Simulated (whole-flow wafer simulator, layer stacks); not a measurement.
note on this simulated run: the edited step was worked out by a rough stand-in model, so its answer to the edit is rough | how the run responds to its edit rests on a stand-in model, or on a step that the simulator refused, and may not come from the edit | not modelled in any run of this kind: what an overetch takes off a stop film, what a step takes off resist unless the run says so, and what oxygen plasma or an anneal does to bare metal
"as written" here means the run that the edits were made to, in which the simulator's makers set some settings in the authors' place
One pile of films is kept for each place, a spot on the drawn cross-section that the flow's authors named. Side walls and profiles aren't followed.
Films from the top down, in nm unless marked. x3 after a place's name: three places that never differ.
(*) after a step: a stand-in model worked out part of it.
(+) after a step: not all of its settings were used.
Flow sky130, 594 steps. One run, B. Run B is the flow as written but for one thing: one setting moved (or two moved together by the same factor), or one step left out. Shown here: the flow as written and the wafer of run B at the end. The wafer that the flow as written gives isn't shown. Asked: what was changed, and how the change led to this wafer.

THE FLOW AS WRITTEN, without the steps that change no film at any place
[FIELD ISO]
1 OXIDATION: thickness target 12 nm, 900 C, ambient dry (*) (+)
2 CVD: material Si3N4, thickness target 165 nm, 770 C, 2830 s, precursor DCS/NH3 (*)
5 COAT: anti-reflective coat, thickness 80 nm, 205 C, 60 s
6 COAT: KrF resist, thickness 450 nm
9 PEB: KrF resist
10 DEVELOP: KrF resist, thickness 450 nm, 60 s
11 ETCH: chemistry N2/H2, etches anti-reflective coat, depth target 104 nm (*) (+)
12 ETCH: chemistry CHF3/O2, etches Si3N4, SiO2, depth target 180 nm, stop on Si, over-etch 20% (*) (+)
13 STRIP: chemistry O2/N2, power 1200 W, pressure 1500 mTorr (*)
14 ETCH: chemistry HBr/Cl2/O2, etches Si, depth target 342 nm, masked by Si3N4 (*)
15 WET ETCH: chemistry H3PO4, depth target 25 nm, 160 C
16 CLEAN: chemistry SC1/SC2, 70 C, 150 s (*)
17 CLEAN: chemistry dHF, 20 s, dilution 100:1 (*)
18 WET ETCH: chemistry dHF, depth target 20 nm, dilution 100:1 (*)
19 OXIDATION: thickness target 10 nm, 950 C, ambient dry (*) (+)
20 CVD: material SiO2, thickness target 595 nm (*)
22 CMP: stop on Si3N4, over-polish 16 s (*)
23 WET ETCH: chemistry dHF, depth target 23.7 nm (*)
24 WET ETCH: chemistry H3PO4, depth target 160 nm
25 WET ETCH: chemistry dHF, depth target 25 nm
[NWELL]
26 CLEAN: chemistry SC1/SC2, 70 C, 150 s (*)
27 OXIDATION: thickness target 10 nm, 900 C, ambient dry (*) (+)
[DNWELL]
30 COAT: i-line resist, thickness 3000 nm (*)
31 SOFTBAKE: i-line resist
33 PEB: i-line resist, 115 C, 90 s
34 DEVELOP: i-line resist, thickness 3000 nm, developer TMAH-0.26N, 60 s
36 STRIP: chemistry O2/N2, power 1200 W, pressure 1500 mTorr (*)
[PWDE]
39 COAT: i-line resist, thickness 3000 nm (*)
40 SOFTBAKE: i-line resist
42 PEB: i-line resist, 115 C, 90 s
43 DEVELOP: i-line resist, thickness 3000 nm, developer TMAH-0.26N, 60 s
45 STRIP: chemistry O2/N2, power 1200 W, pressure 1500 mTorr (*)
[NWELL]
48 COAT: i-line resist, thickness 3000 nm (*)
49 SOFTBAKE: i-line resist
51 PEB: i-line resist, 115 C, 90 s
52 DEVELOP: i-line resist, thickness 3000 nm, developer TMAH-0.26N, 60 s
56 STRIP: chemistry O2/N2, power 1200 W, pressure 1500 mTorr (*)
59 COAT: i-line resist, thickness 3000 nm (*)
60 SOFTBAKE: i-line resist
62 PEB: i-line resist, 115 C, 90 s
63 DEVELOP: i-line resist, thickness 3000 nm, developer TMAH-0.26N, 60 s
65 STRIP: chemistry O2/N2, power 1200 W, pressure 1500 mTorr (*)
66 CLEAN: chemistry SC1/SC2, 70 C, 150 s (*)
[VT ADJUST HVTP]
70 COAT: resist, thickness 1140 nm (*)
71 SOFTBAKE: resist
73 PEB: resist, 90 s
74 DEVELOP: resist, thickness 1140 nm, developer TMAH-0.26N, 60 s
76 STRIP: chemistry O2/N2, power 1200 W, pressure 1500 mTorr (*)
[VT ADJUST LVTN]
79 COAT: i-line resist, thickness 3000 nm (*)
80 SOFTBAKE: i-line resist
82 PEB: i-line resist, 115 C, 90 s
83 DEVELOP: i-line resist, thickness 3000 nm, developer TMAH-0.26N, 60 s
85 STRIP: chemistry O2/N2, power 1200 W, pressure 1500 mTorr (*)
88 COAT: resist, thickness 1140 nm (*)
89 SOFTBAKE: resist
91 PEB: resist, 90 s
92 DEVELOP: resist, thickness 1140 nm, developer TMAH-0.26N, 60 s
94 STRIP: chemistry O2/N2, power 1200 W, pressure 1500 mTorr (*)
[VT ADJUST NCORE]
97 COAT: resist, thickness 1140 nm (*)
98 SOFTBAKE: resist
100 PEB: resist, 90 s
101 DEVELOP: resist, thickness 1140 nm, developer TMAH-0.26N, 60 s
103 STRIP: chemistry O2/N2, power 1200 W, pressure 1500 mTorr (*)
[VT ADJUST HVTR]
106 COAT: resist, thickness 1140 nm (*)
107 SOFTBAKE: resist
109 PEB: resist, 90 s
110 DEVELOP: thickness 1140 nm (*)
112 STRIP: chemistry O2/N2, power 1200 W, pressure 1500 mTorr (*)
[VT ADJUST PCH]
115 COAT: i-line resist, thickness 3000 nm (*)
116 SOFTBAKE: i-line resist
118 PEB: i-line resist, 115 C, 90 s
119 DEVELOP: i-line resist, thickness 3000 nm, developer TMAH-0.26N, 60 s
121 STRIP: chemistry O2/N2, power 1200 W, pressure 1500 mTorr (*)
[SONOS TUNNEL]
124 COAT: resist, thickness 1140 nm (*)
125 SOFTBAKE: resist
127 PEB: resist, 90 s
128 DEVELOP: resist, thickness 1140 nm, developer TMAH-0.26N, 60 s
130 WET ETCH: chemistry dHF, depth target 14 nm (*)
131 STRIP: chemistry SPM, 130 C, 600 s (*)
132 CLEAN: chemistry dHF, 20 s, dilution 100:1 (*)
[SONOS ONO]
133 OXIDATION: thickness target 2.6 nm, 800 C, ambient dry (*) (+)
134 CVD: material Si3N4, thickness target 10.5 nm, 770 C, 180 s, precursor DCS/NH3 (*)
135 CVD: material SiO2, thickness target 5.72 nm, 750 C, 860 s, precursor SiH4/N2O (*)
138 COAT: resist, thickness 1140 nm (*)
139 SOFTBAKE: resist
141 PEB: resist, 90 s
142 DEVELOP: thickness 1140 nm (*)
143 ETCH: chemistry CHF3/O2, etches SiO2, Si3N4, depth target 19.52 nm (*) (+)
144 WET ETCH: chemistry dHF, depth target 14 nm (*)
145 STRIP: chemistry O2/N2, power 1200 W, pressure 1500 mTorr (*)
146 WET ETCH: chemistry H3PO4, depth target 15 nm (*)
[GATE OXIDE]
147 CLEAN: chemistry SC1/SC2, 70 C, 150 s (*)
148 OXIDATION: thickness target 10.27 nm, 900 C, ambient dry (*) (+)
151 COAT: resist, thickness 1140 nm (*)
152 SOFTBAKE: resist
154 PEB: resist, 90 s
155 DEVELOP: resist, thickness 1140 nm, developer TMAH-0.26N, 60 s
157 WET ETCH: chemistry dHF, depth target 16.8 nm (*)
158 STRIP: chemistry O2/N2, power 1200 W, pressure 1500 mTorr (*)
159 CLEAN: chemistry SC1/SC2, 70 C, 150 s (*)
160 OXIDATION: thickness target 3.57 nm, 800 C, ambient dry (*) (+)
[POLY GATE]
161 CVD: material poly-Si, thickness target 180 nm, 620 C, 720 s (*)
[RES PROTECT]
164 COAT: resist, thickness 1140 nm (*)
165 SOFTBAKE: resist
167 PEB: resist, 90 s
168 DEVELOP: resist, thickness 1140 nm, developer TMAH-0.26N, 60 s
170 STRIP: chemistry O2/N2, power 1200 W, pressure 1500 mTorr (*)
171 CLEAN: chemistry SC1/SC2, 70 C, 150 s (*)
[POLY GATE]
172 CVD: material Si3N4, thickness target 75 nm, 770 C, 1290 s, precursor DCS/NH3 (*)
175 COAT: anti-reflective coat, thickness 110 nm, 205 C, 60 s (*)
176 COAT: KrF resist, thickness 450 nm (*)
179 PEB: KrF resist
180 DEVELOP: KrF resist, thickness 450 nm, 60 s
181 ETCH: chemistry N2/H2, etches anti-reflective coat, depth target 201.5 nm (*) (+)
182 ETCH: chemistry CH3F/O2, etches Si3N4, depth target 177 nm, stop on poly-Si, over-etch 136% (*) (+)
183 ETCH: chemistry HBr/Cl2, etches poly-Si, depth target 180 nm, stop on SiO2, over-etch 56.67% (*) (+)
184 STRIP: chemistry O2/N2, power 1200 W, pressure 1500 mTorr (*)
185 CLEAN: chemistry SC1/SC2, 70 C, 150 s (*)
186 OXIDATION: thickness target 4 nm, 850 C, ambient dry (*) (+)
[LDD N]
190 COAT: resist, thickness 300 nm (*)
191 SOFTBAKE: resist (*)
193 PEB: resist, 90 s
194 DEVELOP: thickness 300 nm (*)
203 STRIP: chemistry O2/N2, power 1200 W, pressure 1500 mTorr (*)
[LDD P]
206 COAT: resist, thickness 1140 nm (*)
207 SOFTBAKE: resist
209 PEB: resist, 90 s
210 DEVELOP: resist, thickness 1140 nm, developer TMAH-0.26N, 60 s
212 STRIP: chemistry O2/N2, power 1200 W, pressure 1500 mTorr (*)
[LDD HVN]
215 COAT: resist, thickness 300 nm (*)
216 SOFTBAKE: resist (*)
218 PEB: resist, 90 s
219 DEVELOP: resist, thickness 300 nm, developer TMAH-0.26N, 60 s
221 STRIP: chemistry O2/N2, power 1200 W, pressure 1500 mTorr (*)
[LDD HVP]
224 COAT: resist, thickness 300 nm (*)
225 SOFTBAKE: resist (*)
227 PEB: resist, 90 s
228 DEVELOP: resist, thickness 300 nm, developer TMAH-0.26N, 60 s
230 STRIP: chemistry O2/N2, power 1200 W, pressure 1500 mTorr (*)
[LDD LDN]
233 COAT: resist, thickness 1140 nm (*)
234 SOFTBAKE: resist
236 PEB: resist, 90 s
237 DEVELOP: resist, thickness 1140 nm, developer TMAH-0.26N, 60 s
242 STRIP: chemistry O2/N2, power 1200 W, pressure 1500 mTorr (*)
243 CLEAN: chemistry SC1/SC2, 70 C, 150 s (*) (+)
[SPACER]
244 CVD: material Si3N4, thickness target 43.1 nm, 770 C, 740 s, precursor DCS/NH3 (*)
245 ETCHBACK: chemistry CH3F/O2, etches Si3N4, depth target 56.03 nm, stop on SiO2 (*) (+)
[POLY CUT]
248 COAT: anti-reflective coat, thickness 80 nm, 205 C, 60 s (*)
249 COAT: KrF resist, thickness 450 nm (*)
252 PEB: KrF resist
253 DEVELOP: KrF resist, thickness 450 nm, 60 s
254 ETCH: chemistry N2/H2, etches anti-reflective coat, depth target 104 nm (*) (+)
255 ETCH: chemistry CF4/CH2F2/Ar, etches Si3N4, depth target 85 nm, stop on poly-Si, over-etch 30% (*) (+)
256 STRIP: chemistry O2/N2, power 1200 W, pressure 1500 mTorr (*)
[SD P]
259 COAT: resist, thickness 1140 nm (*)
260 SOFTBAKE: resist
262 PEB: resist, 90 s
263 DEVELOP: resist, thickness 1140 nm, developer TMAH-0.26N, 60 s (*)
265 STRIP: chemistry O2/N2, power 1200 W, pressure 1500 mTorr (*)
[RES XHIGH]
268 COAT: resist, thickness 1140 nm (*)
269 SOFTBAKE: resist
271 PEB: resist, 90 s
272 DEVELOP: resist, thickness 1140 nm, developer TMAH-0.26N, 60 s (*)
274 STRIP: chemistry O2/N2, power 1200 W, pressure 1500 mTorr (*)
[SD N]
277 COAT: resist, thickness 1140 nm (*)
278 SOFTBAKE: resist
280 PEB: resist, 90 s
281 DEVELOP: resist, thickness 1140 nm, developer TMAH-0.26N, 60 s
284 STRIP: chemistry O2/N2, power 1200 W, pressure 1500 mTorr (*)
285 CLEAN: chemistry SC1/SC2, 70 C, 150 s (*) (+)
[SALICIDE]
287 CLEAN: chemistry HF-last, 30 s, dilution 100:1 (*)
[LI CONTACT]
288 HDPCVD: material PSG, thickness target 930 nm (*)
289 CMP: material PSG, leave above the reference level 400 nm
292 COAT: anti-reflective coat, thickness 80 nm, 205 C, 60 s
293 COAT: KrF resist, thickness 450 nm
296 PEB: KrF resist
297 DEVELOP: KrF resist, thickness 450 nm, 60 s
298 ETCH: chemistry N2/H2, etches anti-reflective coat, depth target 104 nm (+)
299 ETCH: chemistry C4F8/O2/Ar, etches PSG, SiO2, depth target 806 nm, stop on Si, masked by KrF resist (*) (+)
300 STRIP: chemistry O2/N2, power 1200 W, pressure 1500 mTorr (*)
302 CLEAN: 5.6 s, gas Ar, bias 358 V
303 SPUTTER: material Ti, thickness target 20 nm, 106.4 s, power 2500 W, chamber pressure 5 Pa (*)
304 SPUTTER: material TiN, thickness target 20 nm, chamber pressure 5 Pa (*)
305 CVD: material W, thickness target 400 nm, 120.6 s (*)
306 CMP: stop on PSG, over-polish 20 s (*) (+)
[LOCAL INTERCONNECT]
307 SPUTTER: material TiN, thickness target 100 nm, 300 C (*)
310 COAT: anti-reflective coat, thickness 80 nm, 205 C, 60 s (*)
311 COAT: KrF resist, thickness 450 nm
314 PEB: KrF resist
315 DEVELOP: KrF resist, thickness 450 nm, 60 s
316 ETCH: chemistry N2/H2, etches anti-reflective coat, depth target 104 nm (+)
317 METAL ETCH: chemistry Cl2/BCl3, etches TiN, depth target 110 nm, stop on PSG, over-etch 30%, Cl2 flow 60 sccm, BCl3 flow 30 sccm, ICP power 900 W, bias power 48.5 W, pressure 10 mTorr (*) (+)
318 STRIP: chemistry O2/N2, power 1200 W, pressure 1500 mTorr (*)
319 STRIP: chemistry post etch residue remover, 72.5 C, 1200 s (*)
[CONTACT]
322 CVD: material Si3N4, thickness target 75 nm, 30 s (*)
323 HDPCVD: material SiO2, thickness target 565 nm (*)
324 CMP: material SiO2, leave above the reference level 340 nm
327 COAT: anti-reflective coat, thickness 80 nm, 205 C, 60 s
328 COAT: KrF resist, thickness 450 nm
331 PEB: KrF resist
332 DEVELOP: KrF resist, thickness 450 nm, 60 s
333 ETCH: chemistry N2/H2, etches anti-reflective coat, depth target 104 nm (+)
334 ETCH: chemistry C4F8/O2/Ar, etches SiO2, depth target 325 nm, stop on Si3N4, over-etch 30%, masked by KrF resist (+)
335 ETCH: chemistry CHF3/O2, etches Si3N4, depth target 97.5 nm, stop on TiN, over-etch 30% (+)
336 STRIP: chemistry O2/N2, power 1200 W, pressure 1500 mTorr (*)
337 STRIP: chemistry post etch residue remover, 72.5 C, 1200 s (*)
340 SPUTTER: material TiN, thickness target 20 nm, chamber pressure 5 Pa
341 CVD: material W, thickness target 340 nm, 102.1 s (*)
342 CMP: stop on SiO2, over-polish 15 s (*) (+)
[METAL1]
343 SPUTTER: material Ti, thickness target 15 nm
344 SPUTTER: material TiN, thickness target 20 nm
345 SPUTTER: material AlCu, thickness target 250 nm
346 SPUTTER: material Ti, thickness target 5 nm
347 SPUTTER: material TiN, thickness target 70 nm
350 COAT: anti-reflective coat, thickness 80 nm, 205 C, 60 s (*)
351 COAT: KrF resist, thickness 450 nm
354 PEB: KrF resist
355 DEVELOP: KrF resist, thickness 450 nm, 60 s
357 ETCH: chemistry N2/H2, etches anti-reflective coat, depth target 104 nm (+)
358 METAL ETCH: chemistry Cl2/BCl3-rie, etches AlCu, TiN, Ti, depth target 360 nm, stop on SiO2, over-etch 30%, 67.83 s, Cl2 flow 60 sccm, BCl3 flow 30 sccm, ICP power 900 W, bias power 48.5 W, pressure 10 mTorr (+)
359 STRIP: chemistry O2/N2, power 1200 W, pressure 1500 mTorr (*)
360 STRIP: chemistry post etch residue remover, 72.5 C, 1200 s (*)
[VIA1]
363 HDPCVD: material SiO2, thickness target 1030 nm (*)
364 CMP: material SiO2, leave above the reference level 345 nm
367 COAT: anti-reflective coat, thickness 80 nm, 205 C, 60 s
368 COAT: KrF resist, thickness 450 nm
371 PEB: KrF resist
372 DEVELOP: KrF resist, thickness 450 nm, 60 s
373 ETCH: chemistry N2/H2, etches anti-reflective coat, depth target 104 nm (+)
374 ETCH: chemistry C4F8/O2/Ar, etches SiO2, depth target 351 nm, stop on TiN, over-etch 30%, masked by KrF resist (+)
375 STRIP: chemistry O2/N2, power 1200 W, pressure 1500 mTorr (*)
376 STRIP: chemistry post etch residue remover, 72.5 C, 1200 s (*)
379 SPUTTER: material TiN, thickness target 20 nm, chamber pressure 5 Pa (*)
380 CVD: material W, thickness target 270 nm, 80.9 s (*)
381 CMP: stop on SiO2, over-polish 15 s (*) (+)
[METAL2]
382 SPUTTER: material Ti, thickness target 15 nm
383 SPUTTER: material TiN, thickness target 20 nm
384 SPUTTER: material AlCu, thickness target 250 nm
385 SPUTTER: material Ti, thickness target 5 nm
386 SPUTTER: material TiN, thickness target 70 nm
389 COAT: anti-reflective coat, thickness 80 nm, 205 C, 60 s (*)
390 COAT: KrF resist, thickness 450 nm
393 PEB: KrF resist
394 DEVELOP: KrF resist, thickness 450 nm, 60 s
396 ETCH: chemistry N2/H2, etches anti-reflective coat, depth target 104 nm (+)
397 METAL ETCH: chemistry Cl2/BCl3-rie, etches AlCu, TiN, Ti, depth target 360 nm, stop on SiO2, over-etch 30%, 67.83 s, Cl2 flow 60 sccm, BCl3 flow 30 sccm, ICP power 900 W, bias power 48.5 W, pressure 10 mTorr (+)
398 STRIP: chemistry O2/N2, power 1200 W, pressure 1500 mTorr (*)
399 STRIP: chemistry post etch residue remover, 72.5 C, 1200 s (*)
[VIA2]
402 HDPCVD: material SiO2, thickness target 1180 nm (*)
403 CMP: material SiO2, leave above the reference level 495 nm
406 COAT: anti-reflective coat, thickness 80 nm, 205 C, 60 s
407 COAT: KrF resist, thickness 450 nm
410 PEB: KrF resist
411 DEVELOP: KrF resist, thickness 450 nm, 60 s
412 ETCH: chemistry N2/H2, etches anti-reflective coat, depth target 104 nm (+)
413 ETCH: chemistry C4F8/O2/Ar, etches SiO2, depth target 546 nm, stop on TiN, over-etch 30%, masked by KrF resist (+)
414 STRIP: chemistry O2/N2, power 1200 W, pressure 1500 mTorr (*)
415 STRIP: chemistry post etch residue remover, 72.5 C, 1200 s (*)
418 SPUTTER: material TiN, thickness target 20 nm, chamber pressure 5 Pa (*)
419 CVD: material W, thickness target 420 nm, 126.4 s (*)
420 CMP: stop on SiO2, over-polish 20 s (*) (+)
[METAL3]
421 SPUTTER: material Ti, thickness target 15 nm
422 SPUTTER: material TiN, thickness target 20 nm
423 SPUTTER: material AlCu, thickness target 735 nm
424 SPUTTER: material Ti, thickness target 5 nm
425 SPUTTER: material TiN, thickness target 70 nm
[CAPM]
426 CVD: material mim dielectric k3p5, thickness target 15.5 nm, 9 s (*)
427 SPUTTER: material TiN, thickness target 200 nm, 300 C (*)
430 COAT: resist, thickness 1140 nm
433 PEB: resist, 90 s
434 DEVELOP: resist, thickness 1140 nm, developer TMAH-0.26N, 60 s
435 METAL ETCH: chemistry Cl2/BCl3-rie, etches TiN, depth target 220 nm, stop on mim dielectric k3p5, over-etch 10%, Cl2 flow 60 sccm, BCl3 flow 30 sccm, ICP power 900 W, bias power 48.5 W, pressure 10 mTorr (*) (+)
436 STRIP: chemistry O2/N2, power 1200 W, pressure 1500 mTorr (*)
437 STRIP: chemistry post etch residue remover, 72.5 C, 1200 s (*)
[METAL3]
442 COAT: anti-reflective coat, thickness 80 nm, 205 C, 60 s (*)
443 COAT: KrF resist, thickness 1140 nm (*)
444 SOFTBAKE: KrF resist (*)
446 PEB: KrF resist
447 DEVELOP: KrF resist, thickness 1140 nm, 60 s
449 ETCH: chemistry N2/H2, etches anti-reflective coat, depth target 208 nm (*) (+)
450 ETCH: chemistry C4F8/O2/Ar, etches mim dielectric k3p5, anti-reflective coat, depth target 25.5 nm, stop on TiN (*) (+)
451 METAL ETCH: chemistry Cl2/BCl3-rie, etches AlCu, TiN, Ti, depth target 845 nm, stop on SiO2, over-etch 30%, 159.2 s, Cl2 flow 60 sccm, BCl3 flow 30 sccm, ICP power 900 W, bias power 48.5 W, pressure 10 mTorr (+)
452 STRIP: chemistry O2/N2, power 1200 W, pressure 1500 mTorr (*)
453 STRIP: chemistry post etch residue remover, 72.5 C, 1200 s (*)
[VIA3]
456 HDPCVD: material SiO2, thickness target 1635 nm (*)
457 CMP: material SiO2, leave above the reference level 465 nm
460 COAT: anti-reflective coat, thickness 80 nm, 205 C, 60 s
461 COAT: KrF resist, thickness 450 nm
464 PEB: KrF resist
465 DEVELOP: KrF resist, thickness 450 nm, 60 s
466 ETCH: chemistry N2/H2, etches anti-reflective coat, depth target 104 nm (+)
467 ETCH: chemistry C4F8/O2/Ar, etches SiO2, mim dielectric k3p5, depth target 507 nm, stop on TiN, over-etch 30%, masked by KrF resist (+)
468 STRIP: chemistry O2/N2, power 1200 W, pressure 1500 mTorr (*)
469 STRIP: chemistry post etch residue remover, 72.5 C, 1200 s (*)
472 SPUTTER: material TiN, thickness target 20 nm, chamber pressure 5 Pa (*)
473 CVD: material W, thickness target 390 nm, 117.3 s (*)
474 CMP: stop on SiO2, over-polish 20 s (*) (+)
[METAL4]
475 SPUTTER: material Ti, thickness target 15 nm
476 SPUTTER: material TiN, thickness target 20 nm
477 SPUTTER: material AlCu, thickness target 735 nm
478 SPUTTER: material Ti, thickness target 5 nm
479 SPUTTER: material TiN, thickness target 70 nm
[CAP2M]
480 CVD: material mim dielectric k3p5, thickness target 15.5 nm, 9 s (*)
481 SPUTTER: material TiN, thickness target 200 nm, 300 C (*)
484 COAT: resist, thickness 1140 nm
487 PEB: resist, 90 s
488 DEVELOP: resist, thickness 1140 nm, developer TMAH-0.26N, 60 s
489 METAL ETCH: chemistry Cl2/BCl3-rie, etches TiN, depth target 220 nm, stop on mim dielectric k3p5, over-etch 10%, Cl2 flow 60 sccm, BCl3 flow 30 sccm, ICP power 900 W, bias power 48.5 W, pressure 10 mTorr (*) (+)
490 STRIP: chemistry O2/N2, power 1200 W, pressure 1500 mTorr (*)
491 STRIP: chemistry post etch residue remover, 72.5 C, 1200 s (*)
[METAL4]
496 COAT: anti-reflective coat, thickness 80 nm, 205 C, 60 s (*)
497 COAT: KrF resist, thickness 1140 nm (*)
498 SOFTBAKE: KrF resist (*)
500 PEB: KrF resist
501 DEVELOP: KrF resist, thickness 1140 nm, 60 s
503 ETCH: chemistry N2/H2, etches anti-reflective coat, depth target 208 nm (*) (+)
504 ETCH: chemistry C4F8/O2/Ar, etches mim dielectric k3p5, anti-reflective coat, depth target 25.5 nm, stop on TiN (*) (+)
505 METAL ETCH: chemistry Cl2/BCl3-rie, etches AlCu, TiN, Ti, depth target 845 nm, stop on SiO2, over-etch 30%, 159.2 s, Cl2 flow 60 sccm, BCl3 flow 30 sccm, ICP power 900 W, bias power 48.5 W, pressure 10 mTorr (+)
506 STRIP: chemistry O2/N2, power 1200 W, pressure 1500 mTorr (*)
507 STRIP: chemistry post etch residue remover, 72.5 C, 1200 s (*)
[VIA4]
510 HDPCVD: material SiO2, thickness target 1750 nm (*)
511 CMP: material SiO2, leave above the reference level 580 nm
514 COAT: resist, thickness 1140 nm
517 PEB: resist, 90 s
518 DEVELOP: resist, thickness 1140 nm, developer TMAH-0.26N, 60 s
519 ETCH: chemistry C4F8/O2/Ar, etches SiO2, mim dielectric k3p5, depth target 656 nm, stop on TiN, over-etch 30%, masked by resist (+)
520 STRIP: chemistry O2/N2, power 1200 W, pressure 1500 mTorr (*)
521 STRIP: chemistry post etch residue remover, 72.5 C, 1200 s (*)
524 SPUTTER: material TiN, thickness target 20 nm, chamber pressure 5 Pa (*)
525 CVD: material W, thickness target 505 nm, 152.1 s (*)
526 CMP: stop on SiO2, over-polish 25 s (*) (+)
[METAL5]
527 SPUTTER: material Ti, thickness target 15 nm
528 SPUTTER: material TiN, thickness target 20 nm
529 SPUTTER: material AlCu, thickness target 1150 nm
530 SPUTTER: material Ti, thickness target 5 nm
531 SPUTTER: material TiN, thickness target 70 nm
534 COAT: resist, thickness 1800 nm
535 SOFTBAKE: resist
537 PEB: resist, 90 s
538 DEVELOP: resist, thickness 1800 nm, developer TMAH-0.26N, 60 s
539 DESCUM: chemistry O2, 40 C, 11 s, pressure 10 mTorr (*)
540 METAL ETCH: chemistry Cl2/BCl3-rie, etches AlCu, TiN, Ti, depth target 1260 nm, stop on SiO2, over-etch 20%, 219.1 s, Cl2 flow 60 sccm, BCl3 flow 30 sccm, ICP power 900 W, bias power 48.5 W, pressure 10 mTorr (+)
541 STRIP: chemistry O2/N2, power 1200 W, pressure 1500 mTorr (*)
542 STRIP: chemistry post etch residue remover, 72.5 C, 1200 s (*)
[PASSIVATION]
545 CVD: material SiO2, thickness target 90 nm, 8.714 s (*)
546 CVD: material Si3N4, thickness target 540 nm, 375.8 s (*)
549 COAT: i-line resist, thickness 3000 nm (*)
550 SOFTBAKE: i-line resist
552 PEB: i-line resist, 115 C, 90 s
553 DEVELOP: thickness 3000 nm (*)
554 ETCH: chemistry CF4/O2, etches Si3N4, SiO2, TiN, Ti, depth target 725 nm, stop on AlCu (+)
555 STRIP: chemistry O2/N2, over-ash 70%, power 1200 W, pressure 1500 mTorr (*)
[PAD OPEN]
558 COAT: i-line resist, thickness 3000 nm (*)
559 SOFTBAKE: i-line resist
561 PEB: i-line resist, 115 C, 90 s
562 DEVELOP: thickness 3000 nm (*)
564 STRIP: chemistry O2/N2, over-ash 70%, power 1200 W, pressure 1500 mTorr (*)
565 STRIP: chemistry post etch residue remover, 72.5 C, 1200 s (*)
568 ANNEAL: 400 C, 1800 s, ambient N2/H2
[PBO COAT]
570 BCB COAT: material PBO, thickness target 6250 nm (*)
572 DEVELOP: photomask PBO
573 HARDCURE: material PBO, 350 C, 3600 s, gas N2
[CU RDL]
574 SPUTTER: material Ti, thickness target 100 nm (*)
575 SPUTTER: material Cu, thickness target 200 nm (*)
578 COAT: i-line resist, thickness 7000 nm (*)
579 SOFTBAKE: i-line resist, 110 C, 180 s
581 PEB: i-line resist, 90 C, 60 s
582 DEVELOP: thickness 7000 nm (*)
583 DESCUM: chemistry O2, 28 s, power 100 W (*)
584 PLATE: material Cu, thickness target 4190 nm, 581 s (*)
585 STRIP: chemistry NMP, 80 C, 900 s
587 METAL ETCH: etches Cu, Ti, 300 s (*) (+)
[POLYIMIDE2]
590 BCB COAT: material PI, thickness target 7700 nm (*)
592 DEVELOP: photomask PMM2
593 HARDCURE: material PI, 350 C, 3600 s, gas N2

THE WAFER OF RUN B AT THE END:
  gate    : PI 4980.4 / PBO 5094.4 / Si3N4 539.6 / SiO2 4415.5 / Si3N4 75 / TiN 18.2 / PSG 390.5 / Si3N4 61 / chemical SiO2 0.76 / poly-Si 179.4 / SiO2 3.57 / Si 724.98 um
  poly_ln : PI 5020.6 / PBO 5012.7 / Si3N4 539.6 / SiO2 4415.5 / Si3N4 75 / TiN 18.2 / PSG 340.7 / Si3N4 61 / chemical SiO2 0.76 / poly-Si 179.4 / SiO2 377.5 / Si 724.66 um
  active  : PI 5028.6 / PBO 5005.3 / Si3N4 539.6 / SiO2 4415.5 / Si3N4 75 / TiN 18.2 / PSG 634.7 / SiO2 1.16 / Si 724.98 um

The cause: step 307, SPUTTER: thickness target 130 nm was run, where the flow has thickness target 100 nm.

How the change led to this, step by step:
  307 SPUTTER: material TiN, thickness target 100 nm, 300 C (*)
      field, active, n_well and 188 more: TiN +130 (new film) (as written it would be: TiN +100 (new film))
  317 METAL ETCH: chemistry Cl2/BCl3, etches TiN, depth target 110 nm, stop on PSG, over-etch 30%, Cl2 flow 60 sccm, BCl3 flow 30 sccm, ICP power 900 W, bias power 48.5 W, pressure 10 mTorr (*) (+)
      field, active, gate and 88 more: TiN -110 (as written it would be: TiN -98.7 (all of it))
  324 CMP: material SiO2, leave above the reference level 340 nm
      field, active, gate and 88 more: SiO2 -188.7 (as written it would be: SiO2 -200.4)
Counting metal films that touch as one body, gate has 1 body; the flow as written gives 0 bodies.
Counting metal films that touch as one body, poly_ln has 1 body; the flow as written gives 0 bodies.
Counting metal films that touch as one body, active has 1 body; the flow as written gives 0 bodies.
